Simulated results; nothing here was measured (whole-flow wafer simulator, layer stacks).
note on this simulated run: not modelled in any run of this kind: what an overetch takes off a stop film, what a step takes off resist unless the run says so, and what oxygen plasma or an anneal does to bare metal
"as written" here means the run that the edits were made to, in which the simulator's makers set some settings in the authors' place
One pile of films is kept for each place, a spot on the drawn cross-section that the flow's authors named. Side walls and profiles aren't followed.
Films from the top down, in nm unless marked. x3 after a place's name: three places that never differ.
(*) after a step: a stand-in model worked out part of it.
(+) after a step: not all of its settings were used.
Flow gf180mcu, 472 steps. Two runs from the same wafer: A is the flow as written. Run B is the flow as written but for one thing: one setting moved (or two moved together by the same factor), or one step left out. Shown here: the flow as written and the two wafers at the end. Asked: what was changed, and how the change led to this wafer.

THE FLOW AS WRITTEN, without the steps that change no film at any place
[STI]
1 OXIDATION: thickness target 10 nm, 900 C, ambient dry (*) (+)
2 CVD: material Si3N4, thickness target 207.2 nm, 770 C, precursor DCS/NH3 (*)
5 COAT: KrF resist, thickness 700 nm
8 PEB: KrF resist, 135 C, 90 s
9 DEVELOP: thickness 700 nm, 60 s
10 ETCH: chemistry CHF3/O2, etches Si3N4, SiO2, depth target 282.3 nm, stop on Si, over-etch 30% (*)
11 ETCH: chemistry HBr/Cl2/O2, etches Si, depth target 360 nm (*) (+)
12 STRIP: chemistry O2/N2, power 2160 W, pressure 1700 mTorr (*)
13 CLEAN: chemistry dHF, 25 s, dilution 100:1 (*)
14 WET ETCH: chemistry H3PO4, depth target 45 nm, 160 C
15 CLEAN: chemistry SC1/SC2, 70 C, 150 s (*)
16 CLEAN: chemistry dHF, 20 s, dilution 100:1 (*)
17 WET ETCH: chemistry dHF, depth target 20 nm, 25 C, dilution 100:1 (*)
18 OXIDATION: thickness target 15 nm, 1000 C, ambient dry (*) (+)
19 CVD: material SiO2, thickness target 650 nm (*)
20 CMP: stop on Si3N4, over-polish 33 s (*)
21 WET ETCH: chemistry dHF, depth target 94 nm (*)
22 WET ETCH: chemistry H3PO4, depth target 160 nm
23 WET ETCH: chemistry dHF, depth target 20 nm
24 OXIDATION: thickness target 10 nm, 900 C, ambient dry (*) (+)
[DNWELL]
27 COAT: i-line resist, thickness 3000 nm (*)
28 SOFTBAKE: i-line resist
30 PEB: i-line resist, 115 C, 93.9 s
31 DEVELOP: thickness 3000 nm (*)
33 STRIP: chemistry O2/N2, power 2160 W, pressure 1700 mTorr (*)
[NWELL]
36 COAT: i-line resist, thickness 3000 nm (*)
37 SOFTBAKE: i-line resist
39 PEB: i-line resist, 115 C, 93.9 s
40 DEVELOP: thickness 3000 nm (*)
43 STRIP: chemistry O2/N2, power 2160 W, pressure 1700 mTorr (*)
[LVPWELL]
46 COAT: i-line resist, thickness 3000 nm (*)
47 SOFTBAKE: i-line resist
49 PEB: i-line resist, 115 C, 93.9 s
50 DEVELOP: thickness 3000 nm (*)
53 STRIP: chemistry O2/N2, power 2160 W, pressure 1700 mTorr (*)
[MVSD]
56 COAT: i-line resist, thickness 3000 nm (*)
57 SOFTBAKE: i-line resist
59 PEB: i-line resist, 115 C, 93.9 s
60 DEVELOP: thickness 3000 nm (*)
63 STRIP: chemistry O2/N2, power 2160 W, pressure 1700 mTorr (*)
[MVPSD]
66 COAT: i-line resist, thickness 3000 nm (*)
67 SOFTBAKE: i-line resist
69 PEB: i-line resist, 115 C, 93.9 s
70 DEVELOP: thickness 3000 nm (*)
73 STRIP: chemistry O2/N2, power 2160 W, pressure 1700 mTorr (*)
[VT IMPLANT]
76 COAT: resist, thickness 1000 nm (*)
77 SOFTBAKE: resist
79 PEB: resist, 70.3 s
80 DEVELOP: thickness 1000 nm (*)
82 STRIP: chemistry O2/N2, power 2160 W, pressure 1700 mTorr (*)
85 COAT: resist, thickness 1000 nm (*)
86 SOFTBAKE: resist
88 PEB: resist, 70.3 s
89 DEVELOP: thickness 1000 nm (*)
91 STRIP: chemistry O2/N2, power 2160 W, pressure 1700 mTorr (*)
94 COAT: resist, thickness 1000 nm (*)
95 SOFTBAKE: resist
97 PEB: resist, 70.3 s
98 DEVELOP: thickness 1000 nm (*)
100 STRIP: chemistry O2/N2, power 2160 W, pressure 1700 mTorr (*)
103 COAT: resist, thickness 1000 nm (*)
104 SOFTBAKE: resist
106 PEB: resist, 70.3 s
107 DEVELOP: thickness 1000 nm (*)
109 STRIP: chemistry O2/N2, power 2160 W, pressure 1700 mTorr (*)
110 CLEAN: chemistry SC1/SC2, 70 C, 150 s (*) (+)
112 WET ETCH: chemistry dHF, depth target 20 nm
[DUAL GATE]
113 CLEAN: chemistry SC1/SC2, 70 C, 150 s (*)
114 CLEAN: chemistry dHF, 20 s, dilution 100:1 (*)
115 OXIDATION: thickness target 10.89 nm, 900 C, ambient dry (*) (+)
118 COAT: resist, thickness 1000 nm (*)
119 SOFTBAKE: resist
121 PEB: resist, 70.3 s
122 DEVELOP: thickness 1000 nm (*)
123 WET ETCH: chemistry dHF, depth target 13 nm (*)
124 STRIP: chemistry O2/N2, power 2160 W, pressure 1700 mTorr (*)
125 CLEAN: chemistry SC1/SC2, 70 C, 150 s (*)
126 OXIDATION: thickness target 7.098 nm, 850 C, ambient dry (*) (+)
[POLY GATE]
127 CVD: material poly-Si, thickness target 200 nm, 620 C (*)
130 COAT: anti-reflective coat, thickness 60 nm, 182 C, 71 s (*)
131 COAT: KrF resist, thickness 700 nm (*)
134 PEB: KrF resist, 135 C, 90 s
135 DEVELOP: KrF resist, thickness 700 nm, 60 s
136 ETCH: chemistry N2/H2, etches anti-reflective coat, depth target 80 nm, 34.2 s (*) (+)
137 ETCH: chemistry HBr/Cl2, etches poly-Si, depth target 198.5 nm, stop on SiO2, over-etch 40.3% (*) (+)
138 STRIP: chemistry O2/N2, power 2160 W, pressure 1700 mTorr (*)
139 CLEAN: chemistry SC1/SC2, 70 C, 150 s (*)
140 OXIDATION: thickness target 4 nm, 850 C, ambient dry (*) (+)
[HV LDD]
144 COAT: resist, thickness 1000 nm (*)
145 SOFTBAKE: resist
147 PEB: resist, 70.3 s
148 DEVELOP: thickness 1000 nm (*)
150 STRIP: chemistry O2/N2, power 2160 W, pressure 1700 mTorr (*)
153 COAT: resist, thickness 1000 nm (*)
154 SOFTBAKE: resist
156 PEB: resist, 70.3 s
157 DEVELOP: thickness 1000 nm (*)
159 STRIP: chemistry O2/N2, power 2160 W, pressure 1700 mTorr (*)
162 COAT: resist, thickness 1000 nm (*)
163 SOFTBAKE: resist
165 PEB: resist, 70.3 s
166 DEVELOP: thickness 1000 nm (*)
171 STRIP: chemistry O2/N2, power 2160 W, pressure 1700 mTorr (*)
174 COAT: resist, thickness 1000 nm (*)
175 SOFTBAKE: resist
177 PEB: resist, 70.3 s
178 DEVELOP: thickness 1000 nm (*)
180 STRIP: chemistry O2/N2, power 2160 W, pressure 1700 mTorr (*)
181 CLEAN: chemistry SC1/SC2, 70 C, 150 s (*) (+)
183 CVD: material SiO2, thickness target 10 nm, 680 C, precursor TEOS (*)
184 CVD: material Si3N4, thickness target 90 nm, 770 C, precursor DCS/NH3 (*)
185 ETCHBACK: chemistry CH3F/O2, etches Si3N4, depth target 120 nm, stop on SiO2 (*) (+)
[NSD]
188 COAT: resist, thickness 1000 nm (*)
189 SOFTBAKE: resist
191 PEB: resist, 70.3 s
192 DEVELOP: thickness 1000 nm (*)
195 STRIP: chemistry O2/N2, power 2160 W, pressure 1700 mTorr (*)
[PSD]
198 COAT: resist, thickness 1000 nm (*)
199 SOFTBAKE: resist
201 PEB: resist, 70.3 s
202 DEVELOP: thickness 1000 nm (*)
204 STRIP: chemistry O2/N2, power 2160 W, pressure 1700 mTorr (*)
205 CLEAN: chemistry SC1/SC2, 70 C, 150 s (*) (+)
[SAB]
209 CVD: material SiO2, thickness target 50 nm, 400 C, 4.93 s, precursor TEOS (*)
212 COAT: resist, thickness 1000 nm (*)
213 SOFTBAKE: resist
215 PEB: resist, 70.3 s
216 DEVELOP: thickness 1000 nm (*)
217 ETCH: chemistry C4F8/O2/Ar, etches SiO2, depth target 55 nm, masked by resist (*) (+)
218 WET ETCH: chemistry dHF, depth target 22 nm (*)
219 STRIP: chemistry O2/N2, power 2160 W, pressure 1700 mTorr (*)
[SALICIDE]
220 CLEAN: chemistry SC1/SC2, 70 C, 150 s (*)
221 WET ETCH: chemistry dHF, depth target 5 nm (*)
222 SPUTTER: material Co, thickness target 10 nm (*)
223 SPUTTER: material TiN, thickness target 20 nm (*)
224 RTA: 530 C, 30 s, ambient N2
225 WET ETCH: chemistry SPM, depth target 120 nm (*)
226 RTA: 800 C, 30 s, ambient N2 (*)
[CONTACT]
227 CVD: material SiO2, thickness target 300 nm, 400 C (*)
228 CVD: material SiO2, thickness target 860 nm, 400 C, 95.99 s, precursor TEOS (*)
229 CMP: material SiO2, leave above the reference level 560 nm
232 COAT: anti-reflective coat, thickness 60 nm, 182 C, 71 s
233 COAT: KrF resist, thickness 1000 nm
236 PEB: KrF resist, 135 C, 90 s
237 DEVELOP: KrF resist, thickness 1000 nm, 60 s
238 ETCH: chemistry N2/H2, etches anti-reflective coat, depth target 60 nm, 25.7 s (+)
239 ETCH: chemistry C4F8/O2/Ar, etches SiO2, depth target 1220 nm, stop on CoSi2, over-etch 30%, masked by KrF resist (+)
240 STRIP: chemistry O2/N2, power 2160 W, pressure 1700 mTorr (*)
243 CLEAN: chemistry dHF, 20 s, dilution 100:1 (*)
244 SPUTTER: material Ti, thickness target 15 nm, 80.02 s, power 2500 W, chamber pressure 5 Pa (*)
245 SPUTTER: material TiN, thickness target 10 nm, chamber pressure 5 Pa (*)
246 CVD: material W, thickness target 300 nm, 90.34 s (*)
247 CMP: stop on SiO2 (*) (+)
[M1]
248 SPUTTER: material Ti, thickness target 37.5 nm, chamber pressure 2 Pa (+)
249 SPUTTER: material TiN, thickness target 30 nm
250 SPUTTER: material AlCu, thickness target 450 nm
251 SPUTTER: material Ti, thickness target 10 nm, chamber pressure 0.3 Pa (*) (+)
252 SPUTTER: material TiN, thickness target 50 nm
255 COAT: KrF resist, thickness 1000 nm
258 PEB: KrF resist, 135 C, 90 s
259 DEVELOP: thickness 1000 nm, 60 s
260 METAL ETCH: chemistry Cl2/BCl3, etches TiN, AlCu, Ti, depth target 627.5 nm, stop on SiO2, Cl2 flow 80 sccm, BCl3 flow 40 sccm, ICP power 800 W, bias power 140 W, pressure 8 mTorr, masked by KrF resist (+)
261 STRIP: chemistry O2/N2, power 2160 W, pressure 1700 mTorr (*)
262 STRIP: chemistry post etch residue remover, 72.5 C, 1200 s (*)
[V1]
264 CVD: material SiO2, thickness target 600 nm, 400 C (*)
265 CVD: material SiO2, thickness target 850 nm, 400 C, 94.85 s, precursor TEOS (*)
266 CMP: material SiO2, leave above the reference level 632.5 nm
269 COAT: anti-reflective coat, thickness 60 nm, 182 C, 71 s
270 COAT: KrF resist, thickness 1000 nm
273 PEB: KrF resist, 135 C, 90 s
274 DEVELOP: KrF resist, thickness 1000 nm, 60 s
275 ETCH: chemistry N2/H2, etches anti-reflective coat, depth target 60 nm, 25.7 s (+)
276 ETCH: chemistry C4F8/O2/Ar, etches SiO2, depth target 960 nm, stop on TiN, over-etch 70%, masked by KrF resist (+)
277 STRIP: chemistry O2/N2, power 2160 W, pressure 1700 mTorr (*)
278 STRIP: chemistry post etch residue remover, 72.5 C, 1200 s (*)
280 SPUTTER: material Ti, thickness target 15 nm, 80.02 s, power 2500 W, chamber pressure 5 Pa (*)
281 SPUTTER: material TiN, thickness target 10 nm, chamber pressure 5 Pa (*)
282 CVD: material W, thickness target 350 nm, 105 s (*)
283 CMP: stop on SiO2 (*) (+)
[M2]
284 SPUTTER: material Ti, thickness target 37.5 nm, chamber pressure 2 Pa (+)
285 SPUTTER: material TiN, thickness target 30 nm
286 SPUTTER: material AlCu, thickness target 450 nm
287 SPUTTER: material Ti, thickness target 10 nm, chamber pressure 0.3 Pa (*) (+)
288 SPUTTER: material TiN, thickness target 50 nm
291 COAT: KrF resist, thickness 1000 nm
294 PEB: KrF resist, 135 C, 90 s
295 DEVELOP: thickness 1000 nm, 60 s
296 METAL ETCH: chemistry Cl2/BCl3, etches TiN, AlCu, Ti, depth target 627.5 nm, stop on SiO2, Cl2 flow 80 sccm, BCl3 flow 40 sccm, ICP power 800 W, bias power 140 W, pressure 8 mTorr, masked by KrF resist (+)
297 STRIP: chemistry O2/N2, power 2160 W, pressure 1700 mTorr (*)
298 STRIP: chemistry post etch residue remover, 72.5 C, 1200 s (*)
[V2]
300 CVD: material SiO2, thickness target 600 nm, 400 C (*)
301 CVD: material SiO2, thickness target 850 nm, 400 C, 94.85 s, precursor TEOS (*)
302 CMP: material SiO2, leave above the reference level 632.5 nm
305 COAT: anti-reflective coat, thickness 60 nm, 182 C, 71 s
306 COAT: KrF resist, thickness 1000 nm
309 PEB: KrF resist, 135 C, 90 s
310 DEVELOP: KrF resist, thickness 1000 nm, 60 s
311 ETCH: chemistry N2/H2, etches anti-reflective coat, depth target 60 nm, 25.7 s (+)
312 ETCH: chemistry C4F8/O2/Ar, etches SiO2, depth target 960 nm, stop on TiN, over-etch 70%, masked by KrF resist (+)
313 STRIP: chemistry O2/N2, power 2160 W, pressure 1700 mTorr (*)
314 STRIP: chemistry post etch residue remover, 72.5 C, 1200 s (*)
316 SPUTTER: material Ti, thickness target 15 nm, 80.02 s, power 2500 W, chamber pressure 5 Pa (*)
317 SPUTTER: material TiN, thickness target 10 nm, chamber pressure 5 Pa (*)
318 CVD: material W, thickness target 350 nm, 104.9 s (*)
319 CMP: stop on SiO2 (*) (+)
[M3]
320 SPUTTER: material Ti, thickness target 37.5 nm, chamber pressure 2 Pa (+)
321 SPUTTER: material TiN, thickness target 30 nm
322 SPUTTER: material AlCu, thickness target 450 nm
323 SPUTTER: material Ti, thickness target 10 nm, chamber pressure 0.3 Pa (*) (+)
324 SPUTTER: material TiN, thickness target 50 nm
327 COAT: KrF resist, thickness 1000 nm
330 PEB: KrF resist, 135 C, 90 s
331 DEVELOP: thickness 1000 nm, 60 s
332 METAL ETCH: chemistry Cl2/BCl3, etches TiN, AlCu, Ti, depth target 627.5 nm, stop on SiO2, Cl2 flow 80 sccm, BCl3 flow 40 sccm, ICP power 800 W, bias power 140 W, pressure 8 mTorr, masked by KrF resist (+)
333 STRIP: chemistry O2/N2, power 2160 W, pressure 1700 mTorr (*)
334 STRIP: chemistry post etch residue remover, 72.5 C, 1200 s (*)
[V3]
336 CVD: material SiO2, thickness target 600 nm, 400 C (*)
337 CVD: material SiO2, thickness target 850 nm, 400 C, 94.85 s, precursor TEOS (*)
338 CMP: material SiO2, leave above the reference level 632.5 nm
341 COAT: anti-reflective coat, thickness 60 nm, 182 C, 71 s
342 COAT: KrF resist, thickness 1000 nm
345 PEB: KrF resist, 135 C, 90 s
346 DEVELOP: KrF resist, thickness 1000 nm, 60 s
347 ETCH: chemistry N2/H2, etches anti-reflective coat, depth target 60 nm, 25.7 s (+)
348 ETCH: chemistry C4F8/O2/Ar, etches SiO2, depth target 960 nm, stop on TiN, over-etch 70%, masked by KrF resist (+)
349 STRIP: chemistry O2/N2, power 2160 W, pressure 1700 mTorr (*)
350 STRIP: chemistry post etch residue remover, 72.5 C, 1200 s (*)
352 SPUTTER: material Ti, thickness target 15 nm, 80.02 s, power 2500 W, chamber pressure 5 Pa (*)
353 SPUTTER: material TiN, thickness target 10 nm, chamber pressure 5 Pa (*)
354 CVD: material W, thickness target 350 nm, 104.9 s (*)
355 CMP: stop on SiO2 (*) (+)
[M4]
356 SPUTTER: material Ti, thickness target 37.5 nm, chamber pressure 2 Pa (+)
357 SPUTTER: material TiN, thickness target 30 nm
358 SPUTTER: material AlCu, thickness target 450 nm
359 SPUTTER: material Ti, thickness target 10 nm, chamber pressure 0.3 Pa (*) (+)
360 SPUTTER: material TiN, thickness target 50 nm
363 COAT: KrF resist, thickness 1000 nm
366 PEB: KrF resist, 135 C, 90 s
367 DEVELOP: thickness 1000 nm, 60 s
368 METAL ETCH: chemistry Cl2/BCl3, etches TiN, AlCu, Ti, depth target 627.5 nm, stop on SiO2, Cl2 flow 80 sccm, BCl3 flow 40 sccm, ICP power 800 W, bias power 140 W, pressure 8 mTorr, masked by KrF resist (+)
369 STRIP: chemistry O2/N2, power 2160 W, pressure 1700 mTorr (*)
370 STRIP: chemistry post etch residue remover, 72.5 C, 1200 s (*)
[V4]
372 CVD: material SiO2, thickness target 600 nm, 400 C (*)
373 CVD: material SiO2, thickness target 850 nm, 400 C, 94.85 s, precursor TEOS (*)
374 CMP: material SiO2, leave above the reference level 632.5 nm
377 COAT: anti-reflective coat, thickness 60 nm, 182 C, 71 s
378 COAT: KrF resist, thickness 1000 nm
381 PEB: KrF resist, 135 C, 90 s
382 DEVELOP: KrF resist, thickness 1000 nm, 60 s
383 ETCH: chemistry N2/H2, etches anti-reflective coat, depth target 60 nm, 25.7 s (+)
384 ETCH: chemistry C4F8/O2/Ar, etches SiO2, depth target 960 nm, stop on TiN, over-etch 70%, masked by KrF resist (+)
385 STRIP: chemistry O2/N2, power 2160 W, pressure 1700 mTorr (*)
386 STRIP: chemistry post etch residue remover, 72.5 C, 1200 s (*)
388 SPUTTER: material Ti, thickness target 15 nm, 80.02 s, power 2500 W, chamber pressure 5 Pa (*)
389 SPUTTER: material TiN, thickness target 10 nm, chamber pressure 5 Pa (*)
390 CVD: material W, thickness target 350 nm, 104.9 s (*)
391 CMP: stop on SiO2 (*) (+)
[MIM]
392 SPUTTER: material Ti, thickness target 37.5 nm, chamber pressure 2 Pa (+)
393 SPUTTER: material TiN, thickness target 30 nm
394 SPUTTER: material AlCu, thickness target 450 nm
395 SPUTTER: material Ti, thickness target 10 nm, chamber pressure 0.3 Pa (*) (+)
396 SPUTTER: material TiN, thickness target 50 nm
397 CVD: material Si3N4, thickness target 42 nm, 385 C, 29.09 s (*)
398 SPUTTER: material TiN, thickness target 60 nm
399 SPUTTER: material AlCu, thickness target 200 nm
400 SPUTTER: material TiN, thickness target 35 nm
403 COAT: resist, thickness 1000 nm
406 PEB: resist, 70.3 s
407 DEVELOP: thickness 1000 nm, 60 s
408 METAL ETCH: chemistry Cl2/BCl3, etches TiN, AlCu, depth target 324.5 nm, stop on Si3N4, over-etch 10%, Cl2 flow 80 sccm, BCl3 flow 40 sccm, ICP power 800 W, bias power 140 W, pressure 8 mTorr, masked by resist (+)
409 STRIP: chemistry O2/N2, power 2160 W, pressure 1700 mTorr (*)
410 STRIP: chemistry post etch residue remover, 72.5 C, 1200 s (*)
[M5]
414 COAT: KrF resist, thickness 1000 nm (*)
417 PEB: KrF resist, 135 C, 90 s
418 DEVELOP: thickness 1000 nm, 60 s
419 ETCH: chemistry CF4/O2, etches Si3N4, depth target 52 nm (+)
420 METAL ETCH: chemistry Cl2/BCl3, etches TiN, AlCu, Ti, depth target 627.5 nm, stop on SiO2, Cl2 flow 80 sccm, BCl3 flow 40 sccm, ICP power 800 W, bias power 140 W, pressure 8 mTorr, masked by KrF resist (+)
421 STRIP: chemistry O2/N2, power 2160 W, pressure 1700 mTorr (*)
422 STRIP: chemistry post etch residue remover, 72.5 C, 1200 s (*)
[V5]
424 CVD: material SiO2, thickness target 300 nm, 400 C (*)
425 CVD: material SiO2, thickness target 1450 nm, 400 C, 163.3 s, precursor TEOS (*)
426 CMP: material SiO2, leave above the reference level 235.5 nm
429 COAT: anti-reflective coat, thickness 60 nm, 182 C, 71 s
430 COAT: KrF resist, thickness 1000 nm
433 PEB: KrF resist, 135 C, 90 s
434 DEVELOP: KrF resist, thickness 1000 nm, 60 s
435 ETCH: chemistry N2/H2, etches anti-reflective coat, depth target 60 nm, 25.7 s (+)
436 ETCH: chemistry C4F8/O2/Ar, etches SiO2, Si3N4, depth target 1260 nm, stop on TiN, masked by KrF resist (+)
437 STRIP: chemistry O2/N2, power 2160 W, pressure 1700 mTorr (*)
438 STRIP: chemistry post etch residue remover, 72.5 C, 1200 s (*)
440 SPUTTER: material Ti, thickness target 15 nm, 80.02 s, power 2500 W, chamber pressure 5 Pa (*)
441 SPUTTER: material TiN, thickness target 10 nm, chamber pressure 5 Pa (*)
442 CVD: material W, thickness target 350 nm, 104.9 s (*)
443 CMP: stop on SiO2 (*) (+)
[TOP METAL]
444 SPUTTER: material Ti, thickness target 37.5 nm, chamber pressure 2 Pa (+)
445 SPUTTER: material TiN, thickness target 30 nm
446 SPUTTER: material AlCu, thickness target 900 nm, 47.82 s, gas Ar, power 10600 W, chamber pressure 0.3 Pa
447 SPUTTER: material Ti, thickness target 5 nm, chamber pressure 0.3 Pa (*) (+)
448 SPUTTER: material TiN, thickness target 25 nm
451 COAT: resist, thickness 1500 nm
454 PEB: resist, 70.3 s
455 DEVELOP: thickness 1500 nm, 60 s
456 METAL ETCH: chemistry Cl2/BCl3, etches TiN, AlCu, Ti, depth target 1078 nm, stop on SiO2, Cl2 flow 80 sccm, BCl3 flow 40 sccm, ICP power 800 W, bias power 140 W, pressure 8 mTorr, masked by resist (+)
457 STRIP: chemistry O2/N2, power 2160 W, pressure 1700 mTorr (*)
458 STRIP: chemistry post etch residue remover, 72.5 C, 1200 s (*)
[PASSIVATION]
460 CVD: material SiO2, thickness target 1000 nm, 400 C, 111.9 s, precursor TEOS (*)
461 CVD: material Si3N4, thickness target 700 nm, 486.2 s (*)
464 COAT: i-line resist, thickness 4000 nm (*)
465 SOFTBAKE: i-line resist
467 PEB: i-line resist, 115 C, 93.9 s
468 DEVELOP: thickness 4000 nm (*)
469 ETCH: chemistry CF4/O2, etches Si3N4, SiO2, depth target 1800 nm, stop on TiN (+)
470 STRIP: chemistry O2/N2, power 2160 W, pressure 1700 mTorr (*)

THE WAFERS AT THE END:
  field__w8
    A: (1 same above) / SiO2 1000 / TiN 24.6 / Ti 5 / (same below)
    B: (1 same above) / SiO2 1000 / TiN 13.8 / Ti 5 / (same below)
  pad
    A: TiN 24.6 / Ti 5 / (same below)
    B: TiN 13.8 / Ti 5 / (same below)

The cause: step 448, SPUTTER: thickness target 14.2 nm was run, where the flow has thickness target 25 nm.

How the change led to this, step by step:
  448 SPUTTER: material TiN, thickness target 25 nm
      field, field__w1, field__w2 and 109 more: A TiN +25 (new film) | B TiN +14.2 (new film)
  456 METAL ETCH: chemistry Cl2/BCl3, etches TiN, AlCu, Ti, depth target 1078 nm, stop on SiO2, Cl2 flow 80 sccm, BCl3 flow 40 sccm, ICP power 800 W, bias power 140 W, pressure 8 mTorr, masked by resist (+)
      field, field__w1, field__w2 and 103 more: A TiN -25 (all of it), Ti -5 (all of it), AlCu -900 (all of it), TiN -30 (all of it), Ti -37.5 (all of it) | B TiN -14.2 (all of it), Ti -5 (all of it), AlCu -900 (all of it), TiN -30 (all of it), Ti -37.5 (all of it)
